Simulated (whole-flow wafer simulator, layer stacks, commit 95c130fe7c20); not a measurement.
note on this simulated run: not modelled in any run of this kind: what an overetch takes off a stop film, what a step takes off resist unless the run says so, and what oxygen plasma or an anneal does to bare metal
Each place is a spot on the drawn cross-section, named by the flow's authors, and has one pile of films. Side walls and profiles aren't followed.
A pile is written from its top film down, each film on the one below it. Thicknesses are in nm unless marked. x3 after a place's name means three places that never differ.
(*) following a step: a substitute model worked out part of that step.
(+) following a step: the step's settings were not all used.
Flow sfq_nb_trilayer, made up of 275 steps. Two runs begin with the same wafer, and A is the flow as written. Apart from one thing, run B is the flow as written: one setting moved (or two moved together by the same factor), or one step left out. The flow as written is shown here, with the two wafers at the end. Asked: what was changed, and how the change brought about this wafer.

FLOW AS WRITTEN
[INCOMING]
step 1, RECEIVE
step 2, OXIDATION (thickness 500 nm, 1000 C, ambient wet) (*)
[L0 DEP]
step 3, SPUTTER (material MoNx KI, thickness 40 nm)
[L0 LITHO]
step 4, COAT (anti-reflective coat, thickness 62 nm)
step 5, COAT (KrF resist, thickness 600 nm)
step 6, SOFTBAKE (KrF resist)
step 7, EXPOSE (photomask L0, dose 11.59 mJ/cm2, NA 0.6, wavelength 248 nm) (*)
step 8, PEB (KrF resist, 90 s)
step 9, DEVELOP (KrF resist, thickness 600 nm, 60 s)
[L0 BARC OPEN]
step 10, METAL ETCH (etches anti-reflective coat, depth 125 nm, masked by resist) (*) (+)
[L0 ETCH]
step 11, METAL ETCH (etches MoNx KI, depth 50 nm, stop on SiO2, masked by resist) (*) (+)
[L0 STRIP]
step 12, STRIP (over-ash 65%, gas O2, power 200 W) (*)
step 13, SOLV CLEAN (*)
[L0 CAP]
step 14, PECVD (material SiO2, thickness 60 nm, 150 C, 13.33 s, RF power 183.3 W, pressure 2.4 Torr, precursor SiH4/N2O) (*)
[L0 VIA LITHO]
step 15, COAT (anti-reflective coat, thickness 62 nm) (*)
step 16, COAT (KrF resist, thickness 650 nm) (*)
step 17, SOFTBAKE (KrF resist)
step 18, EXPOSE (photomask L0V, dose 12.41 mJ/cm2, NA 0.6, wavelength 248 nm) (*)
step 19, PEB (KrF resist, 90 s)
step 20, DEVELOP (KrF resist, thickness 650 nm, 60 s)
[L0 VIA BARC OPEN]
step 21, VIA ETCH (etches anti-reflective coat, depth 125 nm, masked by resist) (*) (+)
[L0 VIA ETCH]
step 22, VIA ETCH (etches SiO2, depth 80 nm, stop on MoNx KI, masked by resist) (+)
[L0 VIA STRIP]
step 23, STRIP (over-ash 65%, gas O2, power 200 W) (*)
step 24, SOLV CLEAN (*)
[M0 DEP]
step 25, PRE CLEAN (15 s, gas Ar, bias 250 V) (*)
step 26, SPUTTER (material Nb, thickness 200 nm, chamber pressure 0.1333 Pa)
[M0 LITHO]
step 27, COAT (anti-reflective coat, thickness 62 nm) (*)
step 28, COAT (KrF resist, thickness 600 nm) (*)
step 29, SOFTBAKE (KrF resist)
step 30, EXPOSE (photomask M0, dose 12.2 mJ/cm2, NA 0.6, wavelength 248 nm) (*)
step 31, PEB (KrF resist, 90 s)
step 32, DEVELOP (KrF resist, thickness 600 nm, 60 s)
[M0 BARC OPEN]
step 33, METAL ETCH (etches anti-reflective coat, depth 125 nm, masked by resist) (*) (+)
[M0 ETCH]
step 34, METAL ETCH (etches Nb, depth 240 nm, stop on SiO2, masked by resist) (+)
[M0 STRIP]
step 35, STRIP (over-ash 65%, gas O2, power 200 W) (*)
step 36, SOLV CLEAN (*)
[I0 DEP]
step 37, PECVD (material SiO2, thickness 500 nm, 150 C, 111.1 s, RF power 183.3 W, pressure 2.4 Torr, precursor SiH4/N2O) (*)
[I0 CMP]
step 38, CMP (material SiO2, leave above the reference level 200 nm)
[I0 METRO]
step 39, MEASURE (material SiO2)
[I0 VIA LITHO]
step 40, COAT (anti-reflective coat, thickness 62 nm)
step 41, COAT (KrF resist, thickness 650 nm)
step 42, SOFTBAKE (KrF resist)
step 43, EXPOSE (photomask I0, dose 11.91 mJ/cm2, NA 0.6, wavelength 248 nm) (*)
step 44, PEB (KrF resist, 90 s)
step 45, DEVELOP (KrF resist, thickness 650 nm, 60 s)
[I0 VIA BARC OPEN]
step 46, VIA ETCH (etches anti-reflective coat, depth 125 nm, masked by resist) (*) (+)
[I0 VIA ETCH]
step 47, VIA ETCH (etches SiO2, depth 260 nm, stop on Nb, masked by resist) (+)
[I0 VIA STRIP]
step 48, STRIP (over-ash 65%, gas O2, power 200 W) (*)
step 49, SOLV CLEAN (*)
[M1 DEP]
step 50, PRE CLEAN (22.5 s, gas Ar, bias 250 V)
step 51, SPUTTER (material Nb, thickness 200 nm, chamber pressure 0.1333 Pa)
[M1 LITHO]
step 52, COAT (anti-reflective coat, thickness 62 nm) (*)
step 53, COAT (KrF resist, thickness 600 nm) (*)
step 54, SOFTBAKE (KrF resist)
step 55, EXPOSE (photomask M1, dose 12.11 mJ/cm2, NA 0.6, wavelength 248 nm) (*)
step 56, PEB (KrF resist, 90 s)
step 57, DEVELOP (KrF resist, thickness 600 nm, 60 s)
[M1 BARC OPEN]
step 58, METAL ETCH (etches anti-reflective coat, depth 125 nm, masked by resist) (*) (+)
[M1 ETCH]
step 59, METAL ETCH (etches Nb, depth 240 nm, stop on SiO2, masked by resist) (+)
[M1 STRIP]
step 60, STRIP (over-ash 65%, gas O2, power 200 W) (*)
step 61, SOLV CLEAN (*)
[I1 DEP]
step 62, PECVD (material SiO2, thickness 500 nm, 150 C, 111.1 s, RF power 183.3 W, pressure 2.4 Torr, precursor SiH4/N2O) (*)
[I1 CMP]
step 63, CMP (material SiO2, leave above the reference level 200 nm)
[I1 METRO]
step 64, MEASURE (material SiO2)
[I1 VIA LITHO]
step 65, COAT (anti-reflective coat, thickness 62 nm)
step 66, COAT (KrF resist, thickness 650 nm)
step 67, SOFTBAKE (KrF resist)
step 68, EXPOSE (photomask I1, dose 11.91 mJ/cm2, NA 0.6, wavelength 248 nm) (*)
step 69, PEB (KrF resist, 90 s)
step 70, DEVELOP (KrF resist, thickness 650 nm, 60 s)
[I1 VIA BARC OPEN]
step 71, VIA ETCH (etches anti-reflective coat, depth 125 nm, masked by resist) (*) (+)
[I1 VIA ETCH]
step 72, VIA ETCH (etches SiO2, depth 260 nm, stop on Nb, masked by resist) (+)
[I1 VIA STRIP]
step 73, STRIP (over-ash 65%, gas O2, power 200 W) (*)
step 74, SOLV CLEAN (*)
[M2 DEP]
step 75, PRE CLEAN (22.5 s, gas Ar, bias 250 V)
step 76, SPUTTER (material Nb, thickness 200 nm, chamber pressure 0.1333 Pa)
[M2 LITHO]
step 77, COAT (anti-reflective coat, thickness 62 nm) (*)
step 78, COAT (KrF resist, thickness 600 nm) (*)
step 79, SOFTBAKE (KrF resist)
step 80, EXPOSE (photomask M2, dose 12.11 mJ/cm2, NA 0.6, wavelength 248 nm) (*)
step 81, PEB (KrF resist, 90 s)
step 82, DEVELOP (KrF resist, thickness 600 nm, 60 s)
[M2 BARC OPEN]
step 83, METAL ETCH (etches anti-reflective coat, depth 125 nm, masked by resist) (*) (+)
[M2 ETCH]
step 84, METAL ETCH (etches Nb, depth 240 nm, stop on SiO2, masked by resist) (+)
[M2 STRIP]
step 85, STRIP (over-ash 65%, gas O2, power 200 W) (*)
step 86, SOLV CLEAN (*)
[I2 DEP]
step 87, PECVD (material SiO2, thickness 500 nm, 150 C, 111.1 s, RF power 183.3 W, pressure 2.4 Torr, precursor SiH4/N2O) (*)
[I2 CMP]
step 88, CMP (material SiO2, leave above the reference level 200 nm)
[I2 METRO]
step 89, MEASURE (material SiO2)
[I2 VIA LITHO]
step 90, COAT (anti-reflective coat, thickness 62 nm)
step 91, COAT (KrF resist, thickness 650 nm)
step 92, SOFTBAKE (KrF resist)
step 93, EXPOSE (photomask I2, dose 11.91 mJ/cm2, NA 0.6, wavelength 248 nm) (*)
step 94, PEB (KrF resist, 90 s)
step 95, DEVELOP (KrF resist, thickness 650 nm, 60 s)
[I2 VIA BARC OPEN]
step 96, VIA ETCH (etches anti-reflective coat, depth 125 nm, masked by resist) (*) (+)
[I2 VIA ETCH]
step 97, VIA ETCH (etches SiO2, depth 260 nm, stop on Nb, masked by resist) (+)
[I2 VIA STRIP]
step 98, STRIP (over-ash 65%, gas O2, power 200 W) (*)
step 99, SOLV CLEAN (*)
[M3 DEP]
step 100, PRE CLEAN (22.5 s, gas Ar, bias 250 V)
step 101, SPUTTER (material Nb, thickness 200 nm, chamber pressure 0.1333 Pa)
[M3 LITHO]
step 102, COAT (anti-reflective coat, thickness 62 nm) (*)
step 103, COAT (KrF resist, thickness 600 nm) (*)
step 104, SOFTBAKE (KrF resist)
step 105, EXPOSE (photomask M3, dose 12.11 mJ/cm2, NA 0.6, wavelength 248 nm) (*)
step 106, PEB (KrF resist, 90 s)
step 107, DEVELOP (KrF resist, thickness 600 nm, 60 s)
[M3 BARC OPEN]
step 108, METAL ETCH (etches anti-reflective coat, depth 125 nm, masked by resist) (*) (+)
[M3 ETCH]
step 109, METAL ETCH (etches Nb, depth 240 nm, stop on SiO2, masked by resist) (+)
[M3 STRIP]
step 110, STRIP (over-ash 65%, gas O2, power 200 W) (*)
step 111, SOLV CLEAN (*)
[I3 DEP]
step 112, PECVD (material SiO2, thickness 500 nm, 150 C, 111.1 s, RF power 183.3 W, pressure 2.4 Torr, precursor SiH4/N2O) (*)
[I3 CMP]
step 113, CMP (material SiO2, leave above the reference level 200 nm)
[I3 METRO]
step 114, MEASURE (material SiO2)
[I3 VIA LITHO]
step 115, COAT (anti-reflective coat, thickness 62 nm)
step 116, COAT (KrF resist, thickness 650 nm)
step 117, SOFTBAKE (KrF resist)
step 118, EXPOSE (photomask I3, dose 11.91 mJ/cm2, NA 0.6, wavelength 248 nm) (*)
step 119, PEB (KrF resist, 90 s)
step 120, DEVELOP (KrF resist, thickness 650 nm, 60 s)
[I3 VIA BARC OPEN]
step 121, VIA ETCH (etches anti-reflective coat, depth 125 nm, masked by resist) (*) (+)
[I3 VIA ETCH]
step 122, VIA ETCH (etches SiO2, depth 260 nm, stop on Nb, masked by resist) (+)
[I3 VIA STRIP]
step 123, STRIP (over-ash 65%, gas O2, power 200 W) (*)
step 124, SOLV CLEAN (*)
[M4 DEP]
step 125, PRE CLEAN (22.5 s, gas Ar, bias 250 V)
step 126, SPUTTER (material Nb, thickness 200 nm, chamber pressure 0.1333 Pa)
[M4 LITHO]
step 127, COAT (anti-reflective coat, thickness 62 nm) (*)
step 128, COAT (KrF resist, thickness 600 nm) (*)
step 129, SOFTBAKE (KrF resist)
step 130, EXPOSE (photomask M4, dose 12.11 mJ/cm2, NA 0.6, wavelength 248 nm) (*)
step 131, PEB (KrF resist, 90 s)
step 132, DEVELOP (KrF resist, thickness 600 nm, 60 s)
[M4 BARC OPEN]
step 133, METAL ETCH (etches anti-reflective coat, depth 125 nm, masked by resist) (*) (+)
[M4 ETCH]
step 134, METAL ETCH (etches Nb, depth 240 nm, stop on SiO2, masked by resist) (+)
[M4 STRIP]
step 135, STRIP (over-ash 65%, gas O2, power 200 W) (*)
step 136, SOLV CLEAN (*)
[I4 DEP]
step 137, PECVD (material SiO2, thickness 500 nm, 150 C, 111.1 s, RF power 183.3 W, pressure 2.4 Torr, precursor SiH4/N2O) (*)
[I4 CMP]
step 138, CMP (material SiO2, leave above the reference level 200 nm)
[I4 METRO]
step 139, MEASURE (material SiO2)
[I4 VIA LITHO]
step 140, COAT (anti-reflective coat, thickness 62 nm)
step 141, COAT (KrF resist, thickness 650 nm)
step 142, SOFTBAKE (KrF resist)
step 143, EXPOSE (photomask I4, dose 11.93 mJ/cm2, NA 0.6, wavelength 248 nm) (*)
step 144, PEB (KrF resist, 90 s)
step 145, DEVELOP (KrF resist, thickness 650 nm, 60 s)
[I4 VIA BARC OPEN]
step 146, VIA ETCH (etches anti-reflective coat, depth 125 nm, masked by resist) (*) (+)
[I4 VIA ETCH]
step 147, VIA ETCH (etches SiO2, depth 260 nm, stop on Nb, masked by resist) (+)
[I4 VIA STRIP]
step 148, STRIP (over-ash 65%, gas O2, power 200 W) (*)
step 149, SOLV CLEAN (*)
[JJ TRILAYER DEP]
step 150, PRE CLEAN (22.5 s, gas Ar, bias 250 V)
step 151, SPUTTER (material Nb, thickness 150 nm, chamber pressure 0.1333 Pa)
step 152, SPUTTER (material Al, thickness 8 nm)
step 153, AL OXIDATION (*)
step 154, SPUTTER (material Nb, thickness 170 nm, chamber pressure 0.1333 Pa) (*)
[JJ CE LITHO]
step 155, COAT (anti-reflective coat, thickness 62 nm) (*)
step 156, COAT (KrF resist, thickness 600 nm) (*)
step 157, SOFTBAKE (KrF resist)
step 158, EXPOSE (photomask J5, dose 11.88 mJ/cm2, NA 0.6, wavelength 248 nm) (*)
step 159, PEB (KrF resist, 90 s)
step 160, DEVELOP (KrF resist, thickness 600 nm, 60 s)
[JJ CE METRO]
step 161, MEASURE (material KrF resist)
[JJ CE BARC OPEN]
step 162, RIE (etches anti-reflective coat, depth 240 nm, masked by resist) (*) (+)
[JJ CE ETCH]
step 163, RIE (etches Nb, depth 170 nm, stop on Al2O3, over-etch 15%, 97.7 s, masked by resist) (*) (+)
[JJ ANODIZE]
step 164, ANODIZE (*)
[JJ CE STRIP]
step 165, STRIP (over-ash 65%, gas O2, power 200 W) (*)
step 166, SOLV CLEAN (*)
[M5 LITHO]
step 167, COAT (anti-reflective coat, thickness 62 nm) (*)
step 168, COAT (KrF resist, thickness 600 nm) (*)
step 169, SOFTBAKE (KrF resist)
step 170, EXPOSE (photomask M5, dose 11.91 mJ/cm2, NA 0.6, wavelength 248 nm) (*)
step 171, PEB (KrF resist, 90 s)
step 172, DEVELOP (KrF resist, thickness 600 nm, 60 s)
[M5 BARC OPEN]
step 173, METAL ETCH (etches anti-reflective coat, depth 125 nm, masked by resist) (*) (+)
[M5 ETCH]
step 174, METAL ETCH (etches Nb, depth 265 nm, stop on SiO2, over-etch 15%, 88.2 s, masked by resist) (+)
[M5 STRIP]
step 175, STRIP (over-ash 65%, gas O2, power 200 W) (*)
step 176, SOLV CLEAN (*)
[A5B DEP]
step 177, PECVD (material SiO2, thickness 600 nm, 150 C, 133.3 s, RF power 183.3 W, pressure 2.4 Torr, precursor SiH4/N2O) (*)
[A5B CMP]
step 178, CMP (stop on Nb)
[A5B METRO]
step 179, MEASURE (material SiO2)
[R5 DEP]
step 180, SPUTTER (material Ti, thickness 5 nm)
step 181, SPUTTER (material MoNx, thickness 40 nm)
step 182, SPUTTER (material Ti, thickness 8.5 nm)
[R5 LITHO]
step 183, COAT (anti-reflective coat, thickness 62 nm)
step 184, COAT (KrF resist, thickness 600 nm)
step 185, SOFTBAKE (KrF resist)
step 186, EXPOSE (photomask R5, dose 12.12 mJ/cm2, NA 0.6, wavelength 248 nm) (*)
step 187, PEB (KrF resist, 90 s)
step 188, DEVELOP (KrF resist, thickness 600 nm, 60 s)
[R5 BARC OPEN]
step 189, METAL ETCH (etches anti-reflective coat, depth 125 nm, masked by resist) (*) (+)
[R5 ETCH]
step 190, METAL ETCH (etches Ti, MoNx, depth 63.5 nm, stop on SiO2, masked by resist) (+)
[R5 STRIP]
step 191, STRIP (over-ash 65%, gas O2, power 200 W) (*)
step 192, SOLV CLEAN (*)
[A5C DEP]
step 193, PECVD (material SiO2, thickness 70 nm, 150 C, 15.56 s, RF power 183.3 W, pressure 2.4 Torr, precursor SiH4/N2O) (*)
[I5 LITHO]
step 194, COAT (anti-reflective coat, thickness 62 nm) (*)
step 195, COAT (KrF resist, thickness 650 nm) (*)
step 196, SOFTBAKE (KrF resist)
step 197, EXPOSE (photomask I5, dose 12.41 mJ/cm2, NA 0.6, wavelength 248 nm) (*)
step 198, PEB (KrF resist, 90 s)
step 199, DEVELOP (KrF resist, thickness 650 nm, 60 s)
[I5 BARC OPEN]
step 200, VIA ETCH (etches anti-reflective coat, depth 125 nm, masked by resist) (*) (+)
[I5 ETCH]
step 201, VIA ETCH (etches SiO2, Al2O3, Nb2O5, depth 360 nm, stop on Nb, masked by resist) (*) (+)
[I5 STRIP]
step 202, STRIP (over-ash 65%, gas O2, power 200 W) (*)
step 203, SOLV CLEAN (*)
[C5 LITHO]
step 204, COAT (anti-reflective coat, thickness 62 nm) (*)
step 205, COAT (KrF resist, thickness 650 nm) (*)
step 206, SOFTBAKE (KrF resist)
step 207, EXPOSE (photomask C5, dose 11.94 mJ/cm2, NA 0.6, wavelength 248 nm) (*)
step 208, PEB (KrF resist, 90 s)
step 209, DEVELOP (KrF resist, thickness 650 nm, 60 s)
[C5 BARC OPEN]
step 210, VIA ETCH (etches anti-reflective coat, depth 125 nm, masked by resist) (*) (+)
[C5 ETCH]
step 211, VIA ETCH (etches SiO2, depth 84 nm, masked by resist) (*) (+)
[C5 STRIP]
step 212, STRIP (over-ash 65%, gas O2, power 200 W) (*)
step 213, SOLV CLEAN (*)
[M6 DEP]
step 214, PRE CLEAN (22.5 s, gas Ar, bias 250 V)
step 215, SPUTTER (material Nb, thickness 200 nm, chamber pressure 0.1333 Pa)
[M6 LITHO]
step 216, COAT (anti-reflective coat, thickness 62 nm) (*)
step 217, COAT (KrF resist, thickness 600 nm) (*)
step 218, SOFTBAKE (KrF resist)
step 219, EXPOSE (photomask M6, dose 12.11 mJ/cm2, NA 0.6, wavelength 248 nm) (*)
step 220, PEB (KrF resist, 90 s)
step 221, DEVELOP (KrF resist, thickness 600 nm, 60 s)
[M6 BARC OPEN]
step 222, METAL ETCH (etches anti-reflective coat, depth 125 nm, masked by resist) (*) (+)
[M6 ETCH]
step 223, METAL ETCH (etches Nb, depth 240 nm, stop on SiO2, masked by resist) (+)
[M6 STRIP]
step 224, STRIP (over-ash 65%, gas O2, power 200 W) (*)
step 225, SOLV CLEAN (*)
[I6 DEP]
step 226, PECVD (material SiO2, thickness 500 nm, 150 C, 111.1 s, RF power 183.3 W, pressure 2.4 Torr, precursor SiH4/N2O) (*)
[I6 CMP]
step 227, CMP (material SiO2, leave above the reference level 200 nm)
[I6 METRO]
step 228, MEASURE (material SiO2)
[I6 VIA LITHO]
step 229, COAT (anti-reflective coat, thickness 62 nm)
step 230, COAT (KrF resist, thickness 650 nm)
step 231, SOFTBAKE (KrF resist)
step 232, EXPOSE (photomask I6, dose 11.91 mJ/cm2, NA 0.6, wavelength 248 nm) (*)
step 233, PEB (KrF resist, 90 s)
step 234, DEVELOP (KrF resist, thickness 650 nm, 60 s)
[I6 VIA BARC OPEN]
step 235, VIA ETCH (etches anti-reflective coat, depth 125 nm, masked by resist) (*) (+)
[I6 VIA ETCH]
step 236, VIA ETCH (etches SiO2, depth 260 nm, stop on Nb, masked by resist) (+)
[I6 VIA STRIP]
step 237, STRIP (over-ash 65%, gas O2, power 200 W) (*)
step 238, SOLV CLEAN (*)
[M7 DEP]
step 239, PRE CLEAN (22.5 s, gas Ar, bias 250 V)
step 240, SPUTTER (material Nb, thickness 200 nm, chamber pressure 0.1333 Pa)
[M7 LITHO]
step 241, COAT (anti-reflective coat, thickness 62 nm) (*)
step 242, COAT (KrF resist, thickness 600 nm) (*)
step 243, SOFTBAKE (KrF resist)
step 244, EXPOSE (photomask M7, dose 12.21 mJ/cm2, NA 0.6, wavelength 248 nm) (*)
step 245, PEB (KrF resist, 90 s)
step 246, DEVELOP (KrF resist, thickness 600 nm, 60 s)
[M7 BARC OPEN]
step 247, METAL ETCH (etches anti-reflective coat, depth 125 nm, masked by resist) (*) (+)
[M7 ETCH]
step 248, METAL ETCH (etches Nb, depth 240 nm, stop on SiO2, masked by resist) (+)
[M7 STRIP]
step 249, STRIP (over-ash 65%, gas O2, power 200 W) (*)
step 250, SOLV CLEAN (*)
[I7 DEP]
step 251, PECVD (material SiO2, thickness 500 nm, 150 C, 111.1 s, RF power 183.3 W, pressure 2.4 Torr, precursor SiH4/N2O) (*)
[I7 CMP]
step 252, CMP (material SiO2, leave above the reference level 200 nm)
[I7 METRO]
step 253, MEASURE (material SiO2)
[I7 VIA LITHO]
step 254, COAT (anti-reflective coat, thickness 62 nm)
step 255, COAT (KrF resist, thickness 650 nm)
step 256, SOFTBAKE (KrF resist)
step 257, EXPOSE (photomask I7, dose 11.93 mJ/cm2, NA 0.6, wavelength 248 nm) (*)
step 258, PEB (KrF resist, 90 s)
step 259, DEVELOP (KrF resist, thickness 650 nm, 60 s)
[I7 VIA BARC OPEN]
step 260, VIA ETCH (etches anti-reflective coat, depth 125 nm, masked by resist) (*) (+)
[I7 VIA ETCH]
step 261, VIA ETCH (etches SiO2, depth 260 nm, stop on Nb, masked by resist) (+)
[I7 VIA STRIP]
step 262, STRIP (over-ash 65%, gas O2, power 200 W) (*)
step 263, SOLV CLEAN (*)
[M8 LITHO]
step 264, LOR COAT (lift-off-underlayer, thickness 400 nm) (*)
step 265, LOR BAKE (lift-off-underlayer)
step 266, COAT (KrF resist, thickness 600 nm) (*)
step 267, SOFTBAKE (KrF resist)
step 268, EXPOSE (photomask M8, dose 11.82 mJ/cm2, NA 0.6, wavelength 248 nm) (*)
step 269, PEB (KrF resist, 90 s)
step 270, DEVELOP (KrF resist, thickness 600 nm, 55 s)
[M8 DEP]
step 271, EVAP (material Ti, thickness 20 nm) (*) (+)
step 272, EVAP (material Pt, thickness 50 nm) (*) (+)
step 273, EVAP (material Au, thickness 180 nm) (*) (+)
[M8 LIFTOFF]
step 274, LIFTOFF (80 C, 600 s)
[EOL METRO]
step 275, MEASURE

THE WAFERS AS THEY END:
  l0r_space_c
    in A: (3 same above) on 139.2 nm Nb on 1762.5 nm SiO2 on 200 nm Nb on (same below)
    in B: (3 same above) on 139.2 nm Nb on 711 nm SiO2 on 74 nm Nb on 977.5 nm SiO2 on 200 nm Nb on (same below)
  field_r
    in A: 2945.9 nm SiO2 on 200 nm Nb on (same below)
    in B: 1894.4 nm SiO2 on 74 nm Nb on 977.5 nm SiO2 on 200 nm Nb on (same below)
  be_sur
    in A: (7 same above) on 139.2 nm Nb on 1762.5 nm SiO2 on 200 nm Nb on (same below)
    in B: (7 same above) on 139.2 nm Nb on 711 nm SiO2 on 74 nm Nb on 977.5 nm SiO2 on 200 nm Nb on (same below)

Cause: step 109, METAL ETCH: depth 126 nm was run, whereas the flow has depth 240 nm.

Step by step, how the change led to this:
  step 109, METAL ETCH (etches Nb, depth 240 nm, stop on SiO2, masked by resist) (+)
      field_l, be, be_sur and 72 more: A -200 Nb (all of it) | B -126 Nb
      v_sur, via_wl, via_w and 28 more: A -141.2 KrF resist | B -74.1 KrF resist
  step 110, STRIP (over-ash 65%, gas O2, power 200 W) (*)
      p4_w1, p4_w2, p4_w3 and 21 more: A -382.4 KrF resist (all of it), -62 anti-reflective coat (all of it) | B -449.4 KrF resist (all of it), -62 anti-reflective coat (all of it)
      via_wl, via_wr: A -384.2 KrF resist (all of it), -34.2 anti-reflective coat (all of it) | B -451.3 KrF resist (all of it), -34.2 anti-reflective coat (all of it)
      (and at 5 other places as well)
  step 112, PECVD (material SiO2, thickness 500 nm, 150 C, 111.1 s, RF power 183.3 W, pressure 2.4 Torr, precursor SiH4/N2O) (*)
      field_l, be, be_sur and 64 more: A +500 SiO2 | B +500 SiO2 (new film)
      p4_g1, p4_g2, p3_s0, p3_s1, p3_s2, p3_s3, p3_s4, p3_s5: A +557.1 SiO2 | B +500 SiO2 (new film)
  step 113, CMP (material SiO2, leave above the reference level 200 nm)
      field_l, be, be_sur and 64 more: A -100 SiO2 | B -174 SiO2
      p4_g1, p4_g2, p3_s0, p3_s1, p3_s2, p3_s3, p3_s4, p3_s5: A -157.1 SiO2 | B -174 SiO2
With metal films that touch counted as one body, l0r_space_c has 3 bodies (between them, from the top down: SiO2 711; SiO2 977.5); the flow as written gives 2 bodies (between them, from the top down: SiO2 1762.5).
With metal films that touch counted as one body, field_r has 2 bodies (between them, from the top down: SiO2 977.5); the flow as written gives 1 body.
With metal films that touch counted as one body, be_sur has 5 bodies (between them, from the top down: SiO2 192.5; SiO2 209 / Al2O3 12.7 / Nb2O5 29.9; SiO2 711; SiO2 977.5); the flow as written gives 4 bodies (between them, from the top down: SiO2 192.5; SiO2 209 / Al2O3 12.7 / Nb2O5 29.9; SiO2 1762.5).
